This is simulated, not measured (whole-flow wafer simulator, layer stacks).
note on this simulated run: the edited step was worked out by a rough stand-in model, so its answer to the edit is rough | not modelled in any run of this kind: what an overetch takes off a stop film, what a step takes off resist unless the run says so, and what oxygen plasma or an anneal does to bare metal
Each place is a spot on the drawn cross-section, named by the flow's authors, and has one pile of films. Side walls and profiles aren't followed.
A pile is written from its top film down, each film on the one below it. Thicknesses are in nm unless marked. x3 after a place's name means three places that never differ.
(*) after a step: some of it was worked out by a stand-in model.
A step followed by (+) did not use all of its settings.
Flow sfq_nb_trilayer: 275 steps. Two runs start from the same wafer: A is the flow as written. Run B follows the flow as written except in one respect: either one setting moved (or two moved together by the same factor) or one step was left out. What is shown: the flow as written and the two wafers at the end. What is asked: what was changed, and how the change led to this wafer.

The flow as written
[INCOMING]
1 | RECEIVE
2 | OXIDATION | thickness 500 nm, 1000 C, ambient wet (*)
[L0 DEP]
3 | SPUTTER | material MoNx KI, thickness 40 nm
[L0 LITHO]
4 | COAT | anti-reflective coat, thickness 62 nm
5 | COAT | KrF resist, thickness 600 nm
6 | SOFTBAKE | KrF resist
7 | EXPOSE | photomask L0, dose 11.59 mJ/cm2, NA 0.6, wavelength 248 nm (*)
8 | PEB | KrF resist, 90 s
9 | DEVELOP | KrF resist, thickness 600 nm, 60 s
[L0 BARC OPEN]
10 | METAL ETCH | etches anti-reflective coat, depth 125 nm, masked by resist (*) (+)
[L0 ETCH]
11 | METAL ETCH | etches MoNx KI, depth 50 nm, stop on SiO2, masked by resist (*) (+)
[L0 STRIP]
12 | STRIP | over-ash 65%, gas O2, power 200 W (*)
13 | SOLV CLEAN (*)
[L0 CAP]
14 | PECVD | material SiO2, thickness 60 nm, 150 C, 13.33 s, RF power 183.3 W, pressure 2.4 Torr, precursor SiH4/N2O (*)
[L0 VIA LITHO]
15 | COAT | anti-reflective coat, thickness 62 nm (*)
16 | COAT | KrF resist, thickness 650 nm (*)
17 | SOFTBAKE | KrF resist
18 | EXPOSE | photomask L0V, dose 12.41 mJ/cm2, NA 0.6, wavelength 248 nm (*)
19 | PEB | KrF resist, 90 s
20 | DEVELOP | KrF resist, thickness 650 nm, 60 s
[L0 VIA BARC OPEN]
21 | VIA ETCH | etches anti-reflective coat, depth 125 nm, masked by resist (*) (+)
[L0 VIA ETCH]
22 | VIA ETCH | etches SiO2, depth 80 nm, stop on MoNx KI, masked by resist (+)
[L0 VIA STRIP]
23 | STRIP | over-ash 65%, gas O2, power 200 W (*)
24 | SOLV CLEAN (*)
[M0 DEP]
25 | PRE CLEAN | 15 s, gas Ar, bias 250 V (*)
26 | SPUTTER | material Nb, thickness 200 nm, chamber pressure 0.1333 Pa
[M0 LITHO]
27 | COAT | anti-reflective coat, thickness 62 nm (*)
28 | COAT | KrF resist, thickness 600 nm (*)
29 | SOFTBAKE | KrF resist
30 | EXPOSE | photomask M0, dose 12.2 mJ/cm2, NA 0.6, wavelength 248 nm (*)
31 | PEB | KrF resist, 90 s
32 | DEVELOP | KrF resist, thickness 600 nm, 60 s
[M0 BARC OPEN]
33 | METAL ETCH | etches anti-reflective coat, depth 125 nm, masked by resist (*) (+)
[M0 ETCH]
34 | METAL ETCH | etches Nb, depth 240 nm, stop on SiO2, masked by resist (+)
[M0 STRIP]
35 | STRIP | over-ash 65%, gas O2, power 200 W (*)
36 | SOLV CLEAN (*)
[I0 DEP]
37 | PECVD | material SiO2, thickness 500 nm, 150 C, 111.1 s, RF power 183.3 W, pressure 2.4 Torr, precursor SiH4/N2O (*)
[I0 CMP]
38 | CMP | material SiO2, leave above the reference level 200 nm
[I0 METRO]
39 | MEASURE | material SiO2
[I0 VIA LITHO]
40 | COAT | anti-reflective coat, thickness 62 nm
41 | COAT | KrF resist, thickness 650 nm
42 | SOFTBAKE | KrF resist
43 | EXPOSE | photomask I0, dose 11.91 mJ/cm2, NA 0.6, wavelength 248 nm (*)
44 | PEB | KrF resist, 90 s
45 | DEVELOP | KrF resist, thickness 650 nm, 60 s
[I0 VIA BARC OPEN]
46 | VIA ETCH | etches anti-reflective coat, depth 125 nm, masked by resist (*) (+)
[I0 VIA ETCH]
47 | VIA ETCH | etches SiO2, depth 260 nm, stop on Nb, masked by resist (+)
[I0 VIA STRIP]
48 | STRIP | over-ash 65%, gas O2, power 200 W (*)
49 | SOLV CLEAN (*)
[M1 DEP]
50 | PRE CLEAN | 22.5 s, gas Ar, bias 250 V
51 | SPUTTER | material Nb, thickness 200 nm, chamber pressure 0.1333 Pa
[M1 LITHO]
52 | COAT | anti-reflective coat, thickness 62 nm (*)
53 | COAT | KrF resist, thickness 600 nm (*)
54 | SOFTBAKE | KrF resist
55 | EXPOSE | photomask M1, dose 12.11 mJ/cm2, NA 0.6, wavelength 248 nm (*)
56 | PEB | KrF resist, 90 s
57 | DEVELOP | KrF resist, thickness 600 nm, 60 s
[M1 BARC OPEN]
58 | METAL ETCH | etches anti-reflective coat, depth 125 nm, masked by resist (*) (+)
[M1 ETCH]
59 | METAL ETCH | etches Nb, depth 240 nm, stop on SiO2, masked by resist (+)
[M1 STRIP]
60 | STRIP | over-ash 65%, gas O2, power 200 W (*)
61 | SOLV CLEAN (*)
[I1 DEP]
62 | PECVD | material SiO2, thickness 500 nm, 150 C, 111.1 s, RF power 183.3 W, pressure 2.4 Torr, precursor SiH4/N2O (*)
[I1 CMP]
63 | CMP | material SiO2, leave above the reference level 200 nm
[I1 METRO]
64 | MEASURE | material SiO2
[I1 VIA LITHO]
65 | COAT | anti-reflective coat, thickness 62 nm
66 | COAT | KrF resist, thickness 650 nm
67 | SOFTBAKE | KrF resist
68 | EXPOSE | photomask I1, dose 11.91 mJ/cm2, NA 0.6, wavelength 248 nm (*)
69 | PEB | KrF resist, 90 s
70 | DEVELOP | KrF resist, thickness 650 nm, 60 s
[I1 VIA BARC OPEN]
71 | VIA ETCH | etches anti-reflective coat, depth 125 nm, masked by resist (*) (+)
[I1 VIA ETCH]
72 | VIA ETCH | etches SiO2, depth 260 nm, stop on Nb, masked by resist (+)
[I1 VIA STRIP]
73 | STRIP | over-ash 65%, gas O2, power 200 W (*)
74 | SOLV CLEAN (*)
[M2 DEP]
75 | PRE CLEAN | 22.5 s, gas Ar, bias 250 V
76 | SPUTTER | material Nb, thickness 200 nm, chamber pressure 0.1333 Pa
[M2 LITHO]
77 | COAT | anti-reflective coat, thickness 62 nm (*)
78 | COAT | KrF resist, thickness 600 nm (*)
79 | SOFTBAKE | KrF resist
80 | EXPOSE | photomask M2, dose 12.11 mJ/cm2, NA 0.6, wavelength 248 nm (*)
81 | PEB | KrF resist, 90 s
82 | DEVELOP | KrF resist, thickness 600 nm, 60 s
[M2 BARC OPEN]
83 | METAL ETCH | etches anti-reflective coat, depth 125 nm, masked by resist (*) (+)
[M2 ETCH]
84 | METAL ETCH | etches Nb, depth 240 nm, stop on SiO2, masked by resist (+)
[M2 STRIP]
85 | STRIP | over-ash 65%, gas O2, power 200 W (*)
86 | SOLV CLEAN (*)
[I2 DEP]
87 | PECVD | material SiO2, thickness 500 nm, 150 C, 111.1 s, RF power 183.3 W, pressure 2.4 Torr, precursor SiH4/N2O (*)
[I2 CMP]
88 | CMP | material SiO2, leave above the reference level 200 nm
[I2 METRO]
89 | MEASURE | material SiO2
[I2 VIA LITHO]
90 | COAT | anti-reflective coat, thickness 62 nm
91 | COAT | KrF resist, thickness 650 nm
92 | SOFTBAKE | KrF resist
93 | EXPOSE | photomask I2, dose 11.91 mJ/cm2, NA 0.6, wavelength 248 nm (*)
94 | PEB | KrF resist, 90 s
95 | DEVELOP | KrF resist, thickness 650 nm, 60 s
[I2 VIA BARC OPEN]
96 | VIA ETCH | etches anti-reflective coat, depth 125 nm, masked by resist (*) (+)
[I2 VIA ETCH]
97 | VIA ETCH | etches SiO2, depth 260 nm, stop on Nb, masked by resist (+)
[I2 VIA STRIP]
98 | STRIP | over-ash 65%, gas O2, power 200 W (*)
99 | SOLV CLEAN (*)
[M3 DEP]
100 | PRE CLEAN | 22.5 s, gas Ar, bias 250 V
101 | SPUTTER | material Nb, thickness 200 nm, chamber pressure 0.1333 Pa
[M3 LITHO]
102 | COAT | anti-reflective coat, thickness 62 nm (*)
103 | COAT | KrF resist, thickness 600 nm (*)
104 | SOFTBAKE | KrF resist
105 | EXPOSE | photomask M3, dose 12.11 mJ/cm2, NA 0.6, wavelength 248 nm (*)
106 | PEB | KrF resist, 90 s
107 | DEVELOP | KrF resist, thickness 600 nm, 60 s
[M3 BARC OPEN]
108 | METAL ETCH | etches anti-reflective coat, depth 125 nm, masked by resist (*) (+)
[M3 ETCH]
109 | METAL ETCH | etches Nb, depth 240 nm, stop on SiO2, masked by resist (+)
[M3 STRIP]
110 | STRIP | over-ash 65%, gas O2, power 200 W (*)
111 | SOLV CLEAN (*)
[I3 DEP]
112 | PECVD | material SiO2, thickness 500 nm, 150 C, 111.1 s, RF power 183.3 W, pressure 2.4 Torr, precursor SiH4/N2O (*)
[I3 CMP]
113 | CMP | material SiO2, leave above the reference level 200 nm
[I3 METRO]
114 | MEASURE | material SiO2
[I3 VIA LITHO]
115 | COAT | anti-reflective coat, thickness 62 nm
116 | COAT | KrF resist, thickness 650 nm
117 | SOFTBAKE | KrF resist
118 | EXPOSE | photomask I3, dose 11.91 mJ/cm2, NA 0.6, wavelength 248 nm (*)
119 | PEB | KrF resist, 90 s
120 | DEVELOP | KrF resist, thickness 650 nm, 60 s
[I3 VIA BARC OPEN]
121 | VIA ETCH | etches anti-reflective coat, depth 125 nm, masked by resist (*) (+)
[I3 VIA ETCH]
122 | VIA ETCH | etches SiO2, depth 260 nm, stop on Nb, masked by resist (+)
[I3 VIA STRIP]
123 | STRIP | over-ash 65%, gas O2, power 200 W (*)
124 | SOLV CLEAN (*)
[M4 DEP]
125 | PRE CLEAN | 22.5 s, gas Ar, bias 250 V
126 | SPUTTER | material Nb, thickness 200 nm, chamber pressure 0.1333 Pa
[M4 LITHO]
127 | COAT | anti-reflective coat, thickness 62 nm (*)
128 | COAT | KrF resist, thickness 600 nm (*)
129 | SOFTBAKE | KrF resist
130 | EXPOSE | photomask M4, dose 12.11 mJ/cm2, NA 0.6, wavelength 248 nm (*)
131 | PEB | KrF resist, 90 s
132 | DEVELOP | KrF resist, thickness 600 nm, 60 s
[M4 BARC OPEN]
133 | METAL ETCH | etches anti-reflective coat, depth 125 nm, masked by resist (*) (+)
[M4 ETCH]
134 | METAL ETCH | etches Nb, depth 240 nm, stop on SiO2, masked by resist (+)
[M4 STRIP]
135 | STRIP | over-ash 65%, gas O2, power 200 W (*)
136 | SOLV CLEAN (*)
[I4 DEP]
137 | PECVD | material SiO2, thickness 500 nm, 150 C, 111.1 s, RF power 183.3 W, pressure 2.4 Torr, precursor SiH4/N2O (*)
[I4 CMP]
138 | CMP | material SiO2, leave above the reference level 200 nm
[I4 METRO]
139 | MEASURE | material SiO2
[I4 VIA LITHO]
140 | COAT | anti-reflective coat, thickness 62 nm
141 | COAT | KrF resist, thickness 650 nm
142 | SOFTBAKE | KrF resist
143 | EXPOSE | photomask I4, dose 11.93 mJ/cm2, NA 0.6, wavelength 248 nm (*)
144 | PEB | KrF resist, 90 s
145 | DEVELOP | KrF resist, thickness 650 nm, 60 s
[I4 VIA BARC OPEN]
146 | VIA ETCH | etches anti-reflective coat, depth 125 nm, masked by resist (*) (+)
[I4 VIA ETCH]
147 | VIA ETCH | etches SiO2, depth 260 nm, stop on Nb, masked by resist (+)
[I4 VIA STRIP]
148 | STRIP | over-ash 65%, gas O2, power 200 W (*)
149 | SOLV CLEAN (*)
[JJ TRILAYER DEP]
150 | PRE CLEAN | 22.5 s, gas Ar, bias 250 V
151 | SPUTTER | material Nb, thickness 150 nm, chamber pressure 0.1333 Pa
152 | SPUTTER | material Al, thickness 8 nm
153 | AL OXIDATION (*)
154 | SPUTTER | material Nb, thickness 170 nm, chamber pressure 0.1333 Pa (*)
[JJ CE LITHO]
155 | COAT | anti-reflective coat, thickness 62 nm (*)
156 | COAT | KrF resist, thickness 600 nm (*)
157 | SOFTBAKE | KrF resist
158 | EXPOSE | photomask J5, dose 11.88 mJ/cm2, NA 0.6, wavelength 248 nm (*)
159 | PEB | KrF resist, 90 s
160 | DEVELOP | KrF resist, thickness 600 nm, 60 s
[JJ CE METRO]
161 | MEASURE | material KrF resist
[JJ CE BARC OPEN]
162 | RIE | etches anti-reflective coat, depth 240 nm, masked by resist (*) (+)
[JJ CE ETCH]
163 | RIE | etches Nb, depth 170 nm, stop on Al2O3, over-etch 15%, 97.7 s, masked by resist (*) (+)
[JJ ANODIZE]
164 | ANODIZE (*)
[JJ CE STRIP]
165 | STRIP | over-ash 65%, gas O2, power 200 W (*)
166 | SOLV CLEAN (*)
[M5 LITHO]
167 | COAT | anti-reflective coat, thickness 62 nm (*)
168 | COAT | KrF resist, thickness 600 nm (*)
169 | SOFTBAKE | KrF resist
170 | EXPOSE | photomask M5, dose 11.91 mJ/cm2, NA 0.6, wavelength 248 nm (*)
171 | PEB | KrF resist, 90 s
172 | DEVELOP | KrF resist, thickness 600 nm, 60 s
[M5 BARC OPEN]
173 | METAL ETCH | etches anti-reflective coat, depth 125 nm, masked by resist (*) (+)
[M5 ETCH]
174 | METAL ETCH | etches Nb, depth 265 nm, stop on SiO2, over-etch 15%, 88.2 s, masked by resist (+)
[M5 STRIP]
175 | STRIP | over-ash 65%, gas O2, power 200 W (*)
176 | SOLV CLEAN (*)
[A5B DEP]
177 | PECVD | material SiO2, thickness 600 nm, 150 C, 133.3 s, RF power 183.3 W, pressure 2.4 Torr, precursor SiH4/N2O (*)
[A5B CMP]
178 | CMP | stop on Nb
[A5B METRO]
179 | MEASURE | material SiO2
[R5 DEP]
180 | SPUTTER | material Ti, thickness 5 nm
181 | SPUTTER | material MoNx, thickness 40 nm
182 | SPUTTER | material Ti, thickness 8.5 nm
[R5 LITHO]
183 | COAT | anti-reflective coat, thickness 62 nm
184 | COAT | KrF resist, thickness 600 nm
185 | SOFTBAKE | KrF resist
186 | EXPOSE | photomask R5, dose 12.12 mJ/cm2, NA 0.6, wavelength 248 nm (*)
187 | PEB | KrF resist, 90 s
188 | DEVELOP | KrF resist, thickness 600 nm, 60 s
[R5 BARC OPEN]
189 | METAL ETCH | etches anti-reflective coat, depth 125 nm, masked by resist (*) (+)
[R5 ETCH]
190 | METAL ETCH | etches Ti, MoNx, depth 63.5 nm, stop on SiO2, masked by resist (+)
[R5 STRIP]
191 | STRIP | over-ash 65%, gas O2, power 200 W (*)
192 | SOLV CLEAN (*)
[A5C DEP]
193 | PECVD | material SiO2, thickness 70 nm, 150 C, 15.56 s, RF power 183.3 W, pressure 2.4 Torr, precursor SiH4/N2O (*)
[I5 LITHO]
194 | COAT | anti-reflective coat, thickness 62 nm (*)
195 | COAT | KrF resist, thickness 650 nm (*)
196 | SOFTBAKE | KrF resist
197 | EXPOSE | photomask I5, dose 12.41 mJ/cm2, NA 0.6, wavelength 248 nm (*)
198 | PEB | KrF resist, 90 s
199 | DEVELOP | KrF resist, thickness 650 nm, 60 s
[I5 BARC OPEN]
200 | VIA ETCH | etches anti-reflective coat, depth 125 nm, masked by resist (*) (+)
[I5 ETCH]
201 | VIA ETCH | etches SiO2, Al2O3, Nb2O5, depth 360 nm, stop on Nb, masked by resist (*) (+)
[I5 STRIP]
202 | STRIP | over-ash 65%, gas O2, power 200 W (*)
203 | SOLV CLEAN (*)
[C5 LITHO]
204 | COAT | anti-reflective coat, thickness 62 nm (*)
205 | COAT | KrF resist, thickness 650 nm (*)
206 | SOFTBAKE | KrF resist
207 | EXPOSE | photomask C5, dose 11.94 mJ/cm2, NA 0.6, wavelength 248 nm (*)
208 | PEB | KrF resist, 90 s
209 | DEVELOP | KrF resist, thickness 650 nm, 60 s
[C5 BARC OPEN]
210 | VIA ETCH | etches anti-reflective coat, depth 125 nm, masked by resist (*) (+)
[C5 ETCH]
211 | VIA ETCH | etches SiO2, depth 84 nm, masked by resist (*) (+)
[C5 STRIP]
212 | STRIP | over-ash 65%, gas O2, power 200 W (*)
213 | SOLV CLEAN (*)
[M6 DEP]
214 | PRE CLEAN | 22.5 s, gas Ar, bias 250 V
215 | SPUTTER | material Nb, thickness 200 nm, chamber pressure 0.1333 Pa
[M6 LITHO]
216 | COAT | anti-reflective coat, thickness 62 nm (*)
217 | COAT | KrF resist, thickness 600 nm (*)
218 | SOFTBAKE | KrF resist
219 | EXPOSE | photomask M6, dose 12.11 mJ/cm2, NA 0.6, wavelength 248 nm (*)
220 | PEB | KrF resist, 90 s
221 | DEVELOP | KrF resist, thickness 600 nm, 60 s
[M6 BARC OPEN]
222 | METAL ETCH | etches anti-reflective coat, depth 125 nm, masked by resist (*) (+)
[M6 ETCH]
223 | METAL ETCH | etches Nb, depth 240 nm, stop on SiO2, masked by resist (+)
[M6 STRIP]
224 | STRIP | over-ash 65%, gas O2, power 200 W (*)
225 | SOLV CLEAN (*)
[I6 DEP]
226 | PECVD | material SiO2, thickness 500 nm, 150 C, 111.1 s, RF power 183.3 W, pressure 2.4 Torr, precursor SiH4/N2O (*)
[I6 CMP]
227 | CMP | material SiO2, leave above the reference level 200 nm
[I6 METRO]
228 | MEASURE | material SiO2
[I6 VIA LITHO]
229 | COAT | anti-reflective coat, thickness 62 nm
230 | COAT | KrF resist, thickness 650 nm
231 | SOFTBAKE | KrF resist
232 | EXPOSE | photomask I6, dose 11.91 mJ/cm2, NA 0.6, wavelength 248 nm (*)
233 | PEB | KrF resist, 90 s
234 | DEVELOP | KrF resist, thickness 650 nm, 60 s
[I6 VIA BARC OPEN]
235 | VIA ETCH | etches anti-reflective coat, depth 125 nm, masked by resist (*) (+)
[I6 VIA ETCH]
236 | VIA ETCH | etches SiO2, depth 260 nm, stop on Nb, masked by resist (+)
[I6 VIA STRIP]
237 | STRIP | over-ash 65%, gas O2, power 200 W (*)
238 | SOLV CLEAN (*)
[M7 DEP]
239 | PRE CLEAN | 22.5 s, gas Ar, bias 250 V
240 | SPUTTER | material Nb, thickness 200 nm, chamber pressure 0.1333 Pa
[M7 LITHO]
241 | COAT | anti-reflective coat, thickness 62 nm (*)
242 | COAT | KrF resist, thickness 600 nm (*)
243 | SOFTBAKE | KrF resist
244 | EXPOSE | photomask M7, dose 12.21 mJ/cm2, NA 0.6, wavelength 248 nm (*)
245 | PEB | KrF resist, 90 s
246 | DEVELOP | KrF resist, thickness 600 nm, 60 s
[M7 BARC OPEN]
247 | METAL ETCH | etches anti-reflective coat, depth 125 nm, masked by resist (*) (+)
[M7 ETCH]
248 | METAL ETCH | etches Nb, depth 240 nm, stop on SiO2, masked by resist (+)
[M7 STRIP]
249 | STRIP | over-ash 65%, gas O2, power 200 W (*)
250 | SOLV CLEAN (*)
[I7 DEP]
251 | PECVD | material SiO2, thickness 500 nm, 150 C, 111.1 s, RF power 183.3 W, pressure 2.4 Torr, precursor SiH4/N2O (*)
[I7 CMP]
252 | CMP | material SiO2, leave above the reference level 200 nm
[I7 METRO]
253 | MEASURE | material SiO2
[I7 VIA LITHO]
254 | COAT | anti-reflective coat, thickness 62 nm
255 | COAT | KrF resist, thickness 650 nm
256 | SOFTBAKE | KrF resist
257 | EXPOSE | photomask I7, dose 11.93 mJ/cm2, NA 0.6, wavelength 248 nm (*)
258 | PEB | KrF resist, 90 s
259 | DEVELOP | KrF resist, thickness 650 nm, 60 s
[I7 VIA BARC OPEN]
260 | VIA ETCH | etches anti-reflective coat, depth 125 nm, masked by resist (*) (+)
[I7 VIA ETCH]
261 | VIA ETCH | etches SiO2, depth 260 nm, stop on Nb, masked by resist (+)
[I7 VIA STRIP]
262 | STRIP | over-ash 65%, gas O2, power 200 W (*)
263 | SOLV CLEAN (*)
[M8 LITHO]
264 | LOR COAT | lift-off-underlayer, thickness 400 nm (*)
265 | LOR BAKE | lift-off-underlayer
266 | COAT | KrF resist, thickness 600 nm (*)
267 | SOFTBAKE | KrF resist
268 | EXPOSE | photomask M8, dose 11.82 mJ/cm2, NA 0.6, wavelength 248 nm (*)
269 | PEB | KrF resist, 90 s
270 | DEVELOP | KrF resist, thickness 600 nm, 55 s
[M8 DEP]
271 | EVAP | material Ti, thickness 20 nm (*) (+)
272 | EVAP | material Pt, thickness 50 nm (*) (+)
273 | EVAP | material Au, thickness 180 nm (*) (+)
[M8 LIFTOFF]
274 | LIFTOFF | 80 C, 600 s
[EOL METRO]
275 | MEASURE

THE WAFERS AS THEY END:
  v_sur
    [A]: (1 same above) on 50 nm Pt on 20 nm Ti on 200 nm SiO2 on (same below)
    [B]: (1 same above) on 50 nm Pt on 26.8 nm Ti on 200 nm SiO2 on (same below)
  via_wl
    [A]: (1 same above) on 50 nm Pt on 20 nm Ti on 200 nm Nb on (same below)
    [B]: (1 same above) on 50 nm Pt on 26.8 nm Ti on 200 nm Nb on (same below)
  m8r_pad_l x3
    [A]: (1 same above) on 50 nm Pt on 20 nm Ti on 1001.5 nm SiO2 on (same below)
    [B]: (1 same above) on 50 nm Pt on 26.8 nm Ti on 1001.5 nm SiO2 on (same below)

What caused this: step 271, EVAP: thickness 26.8 nm was run, while the flow as written has thickness 20 nm.
The wafer itself shows it: v_sur has Ti 26.8, and step 271 as written asks for 20 nm.

How this came from the change, step by step:
  271 | EVAP | material Ti, thickness 20 nm (*) (+)
      field_l, v_sur, via_wl and 103 more: A +20 Ti (new film) | B +26.8 Ti (new film)
  274 | LIFTOFF | 80 C, 600 s
      p4_fl x3, p4_w1 x9, p4_g1 x2 and 60 more: A -180 Au (all of it), -50 Pt (all of it), -20 Ti (all of it), -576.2 KrF resist (all of it), -400 lift-off-underlayer (all of it) | B -180 Au (all of it), -50 Pt (all of it), -26.8 Ti (all of it), -576.2 KrF resist (all of it), -400 lift-off-underlayer (all of it)
      c5j, ce_r: A -180 Au (all of it), -50 Pt (all of it), -20 Ti (all of it), -573.3 KrF resist (all of it), -399.3 lift-off-underlayer (all of it) | B -180 Au (all of it), -50 Pt (all of it), -26.8 Ti (all of it), -573.3 KrF resist (all of it), -399.3 lift-off-underlayer (all of it)
      (as well as at 19 more places)
